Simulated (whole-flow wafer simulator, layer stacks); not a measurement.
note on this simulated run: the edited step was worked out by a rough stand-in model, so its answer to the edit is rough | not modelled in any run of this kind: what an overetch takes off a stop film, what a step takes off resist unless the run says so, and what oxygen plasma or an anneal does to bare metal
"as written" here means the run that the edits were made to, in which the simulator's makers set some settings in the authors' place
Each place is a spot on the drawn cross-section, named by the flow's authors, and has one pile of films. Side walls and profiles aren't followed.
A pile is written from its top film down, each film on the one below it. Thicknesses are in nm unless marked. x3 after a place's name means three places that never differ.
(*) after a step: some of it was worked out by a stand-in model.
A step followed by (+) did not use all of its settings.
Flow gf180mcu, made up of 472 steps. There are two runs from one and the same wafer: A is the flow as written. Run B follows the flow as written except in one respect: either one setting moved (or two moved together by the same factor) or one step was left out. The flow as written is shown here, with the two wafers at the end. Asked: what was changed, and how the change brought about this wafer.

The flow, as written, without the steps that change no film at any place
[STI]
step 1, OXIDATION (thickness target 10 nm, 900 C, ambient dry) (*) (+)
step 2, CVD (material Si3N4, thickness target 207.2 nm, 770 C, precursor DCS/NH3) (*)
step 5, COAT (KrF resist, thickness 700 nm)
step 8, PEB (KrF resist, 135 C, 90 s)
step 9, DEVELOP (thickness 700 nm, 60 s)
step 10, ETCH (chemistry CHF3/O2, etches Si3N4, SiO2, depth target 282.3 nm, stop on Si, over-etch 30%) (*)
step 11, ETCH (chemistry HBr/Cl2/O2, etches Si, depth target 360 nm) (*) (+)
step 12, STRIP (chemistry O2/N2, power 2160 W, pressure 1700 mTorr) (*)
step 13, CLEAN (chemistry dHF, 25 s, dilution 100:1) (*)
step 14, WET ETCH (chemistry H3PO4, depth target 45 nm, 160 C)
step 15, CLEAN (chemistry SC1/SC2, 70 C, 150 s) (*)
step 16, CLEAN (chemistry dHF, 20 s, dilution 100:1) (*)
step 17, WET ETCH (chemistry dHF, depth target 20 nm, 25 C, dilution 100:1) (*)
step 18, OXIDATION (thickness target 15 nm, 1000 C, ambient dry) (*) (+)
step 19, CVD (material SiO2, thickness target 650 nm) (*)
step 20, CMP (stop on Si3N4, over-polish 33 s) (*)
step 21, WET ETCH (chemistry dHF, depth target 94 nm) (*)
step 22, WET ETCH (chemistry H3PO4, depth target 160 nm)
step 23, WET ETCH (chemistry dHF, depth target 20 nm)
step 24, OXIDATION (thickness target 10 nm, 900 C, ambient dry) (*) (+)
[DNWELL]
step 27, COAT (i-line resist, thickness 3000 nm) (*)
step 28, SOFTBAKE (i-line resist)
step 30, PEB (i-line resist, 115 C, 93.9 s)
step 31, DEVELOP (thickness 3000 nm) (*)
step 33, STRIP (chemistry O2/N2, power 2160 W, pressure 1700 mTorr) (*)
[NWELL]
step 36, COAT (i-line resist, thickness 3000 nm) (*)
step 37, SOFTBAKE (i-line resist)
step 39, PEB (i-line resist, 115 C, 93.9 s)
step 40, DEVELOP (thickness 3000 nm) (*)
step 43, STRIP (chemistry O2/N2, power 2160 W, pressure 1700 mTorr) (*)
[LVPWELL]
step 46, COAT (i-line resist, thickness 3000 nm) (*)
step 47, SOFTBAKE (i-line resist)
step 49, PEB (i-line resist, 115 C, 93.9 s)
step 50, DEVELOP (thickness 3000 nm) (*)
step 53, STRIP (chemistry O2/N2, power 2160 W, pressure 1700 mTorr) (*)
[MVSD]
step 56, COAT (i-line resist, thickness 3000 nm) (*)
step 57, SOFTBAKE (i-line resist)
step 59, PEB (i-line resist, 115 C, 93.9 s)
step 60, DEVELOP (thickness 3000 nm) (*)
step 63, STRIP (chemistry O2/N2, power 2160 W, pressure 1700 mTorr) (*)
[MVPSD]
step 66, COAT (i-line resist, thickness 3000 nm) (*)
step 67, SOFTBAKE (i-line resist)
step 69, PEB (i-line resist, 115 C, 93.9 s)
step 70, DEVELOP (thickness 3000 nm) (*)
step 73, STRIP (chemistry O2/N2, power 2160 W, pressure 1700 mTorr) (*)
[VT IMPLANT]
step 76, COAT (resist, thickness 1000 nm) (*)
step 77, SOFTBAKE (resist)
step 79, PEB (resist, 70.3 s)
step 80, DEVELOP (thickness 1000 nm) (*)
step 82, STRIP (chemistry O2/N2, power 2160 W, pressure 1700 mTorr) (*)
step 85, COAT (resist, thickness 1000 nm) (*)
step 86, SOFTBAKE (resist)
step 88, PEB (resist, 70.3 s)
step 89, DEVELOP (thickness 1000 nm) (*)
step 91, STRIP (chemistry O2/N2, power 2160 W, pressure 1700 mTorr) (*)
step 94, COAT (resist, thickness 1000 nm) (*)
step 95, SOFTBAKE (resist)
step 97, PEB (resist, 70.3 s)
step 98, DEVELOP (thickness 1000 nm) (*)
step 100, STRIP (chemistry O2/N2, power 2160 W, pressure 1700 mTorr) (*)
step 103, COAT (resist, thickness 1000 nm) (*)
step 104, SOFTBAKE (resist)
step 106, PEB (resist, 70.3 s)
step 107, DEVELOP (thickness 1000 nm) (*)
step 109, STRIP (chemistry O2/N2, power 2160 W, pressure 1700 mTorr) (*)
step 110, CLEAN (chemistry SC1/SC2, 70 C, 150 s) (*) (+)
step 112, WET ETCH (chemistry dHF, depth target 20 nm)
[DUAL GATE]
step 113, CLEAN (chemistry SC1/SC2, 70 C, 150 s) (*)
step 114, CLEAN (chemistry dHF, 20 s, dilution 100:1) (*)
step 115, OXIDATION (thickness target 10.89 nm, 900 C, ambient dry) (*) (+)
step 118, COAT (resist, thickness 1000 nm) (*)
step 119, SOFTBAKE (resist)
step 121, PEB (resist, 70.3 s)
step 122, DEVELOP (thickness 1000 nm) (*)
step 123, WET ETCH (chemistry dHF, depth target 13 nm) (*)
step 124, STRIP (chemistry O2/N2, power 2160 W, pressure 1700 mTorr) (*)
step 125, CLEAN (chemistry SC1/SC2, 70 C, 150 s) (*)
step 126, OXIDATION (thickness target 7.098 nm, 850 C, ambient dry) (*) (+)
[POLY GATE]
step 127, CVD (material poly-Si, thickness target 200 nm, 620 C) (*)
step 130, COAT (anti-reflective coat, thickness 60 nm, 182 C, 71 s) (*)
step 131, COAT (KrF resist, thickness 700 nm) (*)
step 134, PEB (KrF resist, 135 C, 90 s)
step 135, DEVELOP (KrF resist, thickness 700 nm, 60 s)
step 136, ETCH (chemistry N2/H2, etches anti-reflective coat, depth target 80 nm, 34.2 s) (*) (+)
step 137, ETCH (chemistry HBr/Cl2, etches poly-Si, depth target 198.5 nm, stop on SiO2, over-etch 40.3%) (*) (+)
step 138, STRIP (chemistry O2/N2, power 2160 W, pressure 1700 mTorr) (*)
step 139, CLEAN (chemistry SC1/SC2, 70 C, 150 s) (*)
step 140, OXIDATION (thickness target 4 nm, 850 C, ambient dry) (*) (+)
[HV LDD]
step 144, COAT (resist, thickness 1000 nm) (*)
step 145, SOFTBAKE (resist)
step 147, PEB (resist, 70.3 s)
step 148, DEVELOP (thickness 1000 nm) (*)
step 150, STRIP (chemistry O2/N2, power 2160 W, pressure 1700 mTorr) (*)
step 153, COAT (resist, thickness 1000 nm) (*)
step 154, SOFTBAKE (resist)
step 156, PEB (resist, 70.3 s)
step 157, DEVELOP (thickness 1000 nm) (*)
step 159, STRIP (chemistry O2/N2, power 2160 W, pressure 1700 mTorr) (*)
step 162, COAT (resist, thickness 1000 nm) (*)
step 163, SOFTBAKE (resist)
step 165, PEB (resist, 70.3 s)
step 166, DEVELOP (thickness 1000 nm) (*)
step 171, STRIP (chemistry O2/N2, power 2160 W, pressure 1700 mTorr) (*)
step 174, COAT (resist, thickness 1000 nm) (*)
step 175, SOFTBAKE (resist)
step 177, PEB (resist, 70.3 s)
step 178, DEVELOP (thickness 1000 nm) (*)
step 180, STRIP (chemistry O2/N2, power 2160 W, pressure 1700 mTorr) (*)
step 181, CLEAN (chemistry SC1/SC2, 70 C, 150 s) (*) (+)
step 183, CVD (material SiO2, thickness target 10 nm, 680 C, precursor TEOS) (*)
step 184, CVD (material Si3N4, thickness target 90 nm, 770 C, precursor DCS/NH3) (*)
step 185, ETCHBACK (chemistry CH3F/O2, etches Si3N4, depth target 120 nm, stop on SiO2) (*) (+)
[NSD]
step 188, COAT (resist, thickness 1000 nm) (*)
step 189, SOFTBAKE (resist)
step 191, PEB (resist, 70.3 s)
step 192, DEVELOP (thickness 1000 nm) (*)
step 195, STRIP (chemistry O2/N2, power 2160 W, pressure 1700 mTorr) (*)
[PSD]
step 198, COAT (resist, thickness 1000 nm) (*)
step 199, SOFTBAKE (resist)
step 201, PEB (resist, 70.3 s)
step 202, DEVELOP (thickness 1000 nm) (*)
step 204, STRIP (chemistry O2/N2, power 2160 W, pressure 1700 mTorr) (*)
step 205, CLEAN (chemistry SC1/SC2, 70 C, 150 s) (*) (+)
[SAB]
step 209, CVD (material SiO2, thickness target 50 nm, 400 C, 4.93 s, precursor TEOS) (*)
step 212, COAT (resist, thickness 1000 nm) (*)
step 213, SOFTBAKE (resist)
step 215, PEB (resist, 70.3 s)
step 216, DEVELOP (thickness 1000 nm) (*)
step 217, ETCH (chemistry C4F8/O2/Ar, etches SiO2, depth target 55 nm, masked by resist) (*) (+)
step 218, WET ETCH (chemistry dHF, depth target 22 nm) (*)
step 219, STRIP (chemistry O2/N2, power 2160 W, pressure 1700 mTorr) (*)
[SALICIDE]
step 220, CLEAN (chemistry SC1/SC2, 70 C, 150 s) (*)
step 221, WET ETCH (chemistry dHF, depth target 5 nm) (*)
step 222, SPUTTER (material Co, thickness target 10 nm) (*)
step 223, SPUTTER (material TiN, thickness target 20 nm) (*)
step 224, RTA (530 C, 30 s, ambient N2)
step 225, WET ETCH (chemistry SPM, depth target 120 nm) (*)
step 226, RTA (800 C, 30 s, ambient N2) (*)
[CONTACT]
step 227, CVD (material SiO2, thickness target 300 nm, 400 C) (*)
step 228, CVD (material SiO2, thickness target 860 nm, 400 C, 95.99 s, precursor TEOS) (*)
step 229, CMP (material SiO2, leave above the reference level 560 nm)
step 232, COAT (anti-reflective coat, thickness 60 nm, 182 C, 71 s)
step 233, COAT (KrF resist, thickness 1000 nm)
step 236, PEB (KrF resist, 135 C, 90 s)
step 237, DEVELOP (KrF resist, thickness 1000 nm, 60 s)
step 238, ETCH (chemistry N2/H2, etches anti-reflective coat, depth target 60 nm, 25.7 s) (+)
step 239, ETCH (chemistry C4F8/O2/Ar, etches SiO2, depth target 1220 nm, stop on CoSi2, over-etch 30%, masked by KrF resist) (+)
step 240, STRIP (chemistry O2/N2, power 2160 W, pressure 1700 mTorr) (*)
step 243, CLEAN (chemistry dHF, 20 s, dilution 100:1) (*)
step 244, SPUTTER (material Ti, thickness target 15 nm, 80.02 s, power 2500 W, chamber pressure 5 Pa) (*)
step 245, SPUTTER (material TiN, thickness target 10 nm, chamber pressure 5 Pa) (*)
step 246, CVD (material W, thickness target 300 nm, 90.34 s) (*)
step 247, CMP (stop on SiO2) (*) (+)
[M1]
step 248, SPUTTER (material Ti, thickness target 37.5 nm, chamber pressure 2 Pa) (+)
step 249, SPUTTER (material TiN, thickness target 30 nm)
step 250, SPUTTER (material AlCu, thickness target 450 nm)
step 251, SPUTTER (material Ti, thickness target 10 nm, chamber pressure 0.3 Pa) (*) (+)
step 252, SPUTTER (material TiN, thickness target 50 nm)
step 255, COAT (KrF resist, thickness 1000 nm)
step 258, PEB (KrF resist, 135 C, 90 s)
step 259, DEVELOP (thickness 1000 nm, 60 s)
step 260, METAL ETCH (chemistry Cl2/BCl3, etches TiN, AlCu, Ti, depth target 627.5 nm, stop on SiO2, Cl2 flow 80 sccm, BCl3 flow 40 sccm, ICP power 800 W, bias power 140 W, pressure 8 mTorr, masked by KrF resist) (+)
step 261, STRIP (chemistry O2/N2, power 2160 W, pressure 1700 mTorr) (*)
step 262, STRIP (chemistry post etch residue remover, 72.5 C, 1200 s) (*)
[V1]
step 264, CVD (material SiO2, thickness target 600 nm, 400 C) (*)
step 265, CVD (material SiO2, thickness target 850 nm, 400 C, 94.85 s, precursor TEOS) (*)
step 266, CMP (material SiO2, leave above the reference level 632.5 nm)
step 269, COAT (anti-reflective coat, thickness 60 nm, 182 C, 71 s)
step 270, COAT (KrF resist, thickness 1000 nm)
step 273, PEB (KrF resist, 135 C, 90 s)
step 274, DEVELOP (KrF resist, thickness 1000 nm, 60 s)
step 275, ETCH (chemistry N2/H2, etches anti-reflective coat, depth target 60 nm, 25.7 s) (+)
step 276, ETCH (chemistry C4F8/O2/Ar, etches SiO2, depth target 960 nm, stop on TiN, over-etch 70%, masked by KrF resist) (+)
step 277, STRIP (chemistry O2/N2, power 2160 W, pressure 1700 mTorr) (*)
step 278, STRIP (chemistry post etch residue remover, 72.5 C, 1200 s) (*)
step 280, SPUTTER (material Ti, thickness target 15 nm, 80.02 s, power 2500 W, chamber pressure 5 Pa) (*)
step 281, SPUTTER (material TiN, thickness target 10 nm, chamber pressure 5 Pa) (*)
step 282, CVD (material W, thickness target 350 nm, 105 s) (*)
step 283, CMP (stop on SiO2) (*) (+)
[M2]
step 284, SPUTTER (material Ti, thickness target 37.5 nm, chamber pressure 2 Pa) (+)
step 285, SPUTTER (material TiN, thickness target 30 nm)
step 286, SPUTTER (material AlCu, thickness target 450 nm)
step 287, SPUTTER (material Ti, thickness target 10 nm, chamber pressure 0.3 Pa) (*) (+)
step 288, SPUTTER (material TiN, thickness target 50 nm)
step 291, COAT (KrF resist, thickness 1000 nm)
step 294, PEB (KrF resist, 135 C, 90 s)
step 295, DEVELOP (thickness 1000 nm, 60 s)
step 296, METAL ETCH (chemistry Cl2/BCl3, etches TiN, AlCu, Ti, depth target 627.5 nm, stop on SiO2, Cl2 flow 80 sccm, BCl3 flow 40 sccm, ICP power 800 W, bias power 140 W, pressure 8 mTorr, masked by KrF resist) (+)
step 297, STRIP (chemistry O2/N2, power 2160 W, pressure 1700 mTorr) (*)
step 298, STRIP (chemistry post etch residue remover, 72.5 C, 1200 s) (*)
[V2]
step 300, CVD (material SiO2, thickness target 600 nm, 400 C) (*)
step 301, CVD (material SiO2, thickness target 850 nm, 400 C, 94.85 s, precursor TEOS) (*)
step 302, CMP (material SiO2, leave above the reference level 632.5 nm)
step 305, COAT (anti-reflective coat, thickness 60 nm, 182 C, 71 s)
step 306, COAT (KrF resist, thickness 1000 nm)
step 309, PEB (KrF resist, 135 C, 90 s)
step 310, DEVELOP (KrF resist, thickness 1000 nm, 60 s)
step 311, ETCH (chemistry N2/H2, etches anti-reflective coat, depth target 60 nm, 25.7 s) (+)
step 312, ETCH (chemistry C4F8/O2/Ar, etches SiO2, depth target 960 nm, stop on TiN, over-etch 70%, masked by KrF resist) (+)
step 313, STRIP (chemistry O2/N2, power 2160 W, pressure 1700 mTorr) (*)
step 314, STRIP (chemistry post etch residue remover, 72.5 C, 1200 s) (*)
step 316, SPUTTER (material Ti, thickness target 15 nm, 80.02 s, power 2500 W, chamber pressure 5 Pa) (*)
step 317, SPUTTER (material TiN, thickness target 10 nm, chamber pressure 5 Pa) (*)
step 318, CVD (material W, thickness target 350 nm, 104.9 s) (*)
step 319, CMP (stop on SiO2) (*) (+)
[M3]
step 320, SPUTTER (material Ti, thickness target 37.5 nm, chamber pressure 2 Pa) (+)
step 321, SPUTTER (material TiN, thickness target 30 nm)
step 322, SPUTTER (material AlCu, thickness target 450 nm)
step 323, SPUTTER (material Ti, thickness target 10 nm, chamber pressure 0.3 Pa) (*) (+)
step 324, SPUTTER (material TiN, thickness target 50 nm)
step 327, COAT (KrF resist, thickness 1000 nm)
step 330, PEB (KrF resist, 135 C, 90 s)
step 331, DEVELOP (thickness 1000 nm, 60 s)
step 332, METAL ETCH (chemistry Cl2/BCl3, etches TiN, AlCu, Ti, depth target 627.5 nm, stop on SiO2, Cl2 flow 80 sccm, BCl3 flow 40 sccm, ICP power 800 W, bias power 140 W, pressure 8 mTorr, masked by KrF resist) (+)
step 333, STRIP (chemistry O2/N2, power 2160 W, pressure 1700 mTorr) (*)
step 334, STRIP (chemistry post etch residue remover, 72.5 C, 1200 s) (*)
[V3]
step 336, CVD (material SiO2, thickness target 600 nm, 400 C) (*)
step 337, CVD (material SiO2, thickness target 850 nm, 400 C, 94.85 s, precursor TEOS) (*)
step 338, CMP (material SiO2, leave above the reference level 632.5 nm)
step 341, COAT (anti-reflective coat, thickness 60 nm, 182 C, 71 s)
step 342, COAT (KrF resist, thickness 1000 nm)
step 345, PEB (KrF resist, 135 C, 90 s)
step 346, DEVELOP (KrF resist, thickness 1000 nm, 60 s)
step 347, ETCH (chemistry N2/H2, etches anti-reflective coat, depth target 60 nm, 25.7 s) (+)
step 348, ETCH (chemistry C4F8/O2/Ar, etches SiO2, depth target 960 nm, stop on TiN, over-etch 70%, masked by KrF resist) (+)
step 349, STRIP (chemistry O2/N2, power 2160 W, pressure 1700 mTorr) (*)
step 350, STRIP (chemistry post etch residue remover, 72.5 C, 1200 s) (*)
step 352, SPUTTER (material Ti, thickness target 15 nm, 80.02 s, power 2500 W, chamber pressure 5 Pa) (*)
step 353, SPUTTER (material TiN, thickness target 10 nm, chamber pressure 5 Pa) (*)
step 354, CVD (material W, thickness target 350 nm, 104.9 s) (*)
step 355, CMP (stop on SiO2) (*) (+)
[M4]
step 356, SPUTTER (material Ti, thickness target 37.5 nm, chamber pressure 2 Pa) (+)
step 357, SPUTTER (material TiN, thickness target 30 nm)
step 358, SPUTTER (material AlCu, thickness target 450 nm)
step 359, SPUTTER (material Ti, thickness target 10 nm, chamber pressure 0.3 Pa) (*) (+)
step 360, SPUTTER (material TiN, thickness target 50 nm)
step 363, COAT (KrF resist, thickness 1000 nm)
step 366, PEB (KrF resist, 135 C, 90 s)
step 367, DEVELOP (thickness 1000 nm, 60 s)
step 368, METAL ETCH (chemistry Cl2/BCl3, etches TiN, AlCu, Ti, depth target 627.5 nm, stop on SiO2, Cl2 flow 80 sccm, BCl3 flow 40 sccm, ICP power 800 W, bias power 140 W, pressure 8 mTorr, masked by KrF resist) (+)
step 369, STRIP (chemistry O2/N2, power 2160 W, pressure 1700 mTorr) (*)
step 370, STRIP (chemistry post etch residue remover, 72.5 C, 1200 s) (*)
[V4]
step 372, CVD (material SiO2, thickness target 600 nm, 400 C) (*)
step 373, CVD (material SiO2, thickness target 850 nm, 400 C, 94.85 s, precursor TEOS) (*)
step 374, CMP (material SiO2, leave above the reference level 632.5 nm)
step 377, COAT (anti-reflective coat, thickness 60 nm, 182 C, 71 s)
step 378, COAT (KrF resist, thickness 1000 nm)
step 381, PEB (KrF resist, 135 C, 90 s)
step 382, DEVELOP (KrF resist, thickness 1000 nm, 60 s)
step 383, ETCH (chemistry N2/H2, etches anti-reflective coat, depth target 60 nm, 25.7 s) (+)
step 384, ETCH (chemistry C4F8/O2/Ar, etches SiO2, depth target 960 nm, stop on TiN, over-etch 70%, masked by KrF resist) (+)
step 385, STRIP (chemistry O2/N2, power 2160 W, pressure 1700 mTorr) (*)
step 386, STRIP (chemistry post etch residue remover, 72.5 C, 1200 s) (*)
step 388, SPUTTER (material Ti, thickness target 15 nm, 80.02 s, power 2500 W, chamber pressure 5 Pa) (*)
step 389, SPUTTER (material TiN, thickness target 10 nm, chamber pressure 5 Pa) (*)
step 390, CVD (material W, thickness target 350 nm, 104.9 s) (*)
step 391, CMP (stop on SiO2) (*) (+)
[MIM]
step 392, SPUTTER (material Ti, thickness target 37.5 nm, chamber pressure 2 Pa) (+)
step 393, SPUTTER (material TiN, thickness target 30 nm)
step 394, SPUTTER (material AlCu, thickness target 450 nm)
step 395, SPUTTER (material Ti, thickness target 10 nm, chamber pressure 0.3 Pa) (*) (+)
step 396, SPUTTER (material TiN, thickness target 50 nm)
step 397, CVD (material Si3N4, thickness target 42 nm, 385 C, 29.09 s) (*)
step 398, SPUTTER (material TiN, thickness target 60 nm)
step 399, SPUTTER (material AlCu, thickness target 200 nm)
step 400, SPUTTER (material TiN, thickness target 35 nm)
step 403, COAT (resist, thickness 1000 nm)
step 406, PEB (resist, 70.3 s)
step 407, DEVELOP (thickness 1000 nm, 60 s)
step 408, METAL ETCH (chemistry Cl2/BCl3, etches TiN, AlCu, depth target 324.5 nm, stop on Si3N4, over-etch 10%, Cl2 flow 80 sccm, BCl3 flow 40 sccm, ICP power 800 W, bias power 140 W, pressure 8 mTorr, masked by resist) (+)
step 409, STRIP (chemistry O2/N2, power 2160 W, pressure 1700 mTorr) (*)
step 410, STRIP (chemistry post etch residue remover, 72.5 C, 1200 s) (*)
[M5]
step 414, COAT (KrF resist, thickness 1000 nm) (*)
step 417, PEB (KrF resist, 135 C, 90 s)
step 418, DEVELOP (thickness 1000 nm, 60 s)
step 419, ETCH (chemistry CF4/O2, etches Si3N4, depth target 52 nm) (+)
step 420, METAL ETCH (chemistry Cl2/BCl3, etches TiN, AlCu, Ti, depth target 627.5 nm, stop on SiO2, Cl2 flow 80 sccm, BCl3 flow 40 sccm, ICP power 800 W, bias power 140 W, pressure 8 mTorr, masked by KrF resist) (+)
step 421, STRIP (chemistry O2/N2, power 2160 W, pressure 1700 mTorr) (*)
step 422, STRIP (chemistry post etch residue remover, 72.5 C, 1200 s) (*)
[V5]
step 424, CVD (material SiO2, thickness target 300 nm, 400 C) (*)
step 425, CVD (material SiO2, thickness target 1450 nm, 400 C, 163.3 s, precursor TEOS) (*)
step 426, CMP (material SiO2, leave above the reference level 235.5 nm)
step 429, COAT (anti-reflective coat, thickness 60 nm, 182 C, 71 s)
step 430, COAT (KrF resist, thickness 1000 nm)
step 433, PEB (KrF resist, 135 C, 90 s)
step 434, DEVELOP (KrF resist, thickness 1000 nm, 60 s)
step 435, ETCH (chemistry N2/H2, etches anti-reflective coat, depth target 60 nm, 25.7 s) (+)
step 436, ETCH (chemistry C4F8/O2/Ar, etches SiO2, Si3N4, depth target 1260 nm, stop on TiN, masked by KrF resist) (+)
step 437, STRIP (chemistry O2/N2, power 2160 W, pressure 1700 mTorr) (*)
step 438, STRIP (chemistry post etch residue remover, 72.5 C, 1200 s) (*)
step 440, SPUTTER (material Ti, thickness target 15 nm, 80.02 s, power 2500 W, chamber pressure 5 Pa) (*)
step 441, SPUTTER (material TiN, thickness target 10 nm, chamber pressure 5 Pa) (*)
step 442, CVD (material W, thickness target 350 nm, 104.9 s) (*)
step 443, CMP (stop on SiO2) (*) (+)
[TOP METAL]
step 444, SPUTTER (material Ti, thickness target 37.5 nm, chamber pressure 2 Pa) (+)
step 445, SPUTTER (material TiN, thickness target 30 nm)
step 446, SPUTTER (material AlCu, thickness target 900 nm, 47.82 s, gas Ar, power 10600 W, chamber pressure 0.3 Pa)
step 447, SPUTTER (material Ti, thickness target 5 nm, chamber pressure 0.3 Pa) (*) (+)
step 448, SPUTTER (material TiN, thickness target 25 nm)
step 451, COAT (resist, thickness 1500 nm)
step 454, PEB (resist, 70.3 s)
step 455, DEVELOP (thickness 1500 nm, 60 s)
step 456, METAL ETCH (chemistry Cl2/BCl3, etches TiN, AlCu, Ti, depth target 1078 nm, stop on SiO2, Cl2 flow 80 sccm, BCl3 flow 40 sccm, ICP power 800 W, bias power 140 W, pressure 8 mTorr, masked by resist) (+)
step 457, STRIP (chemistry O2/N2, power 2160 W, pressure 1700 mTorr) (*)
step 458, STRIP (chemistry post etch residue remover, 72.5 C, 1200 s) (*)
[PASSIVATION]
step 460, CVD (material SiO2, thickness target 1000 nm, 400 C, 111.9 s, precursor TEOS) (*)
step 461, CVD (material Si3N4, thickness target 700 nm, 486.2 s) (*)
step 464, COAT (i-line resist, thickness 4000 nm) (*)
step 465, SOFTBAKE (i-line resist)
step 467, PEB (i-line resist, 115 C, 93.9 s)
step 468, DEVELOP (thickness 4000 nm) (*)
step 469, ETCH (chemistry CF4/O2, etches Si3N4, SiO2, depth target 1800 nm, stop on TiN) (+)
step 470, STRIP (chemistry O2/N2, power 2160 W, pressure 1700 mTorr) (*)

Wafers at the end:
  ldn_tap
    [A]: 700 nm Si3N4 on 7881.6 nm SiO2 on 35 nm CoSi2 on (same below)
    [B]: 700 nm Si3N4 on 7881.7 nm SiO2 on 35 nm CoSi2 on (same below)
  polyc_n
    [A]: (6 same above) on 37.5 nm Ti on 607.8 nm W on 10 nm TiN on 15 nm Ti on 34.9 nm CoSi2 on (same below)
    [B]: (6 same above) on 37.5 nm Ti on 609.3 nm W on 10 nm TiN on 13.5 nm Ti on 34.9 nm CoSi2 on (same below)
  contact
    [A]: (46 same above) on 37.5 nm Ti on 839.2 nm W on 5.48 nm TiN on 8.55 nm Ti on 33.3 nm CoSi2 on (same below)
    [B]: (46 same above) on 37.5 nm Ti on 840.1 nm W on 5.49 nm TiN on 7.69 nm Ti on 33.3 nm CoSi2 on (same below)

Cause: step 244, SPUTTER: 72.02 s was run, though the flow has 80.02 s.

Step by step, how the change led to this:
  step 244, SPUTTER (material Ti, thickness target 15 nm, 80.02 s, power 2500 W, chamber pressure 5 Pa) (*)
      field, field__w1, field__w2 and 107 more: A Ti gains 15 (new film) | B Ti gains 13.5 (new film)
      contact: A Ti gains 8.55 (new film) | B Ti gains 7.69 (new film)
  step 247, CMP (stop on SiO2) (*) (+)
      field, field__w1, field__w2 and 105 more: A W loses 300 (all of it), TiN loses 10 (all of it), Ti loses 15 (all of it), SiO2 loses 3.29 | B W loses 300 (all of it), TiN loses 10 (all of it), Ti loses 13.5 (all of it), SiO2 loses 3.28
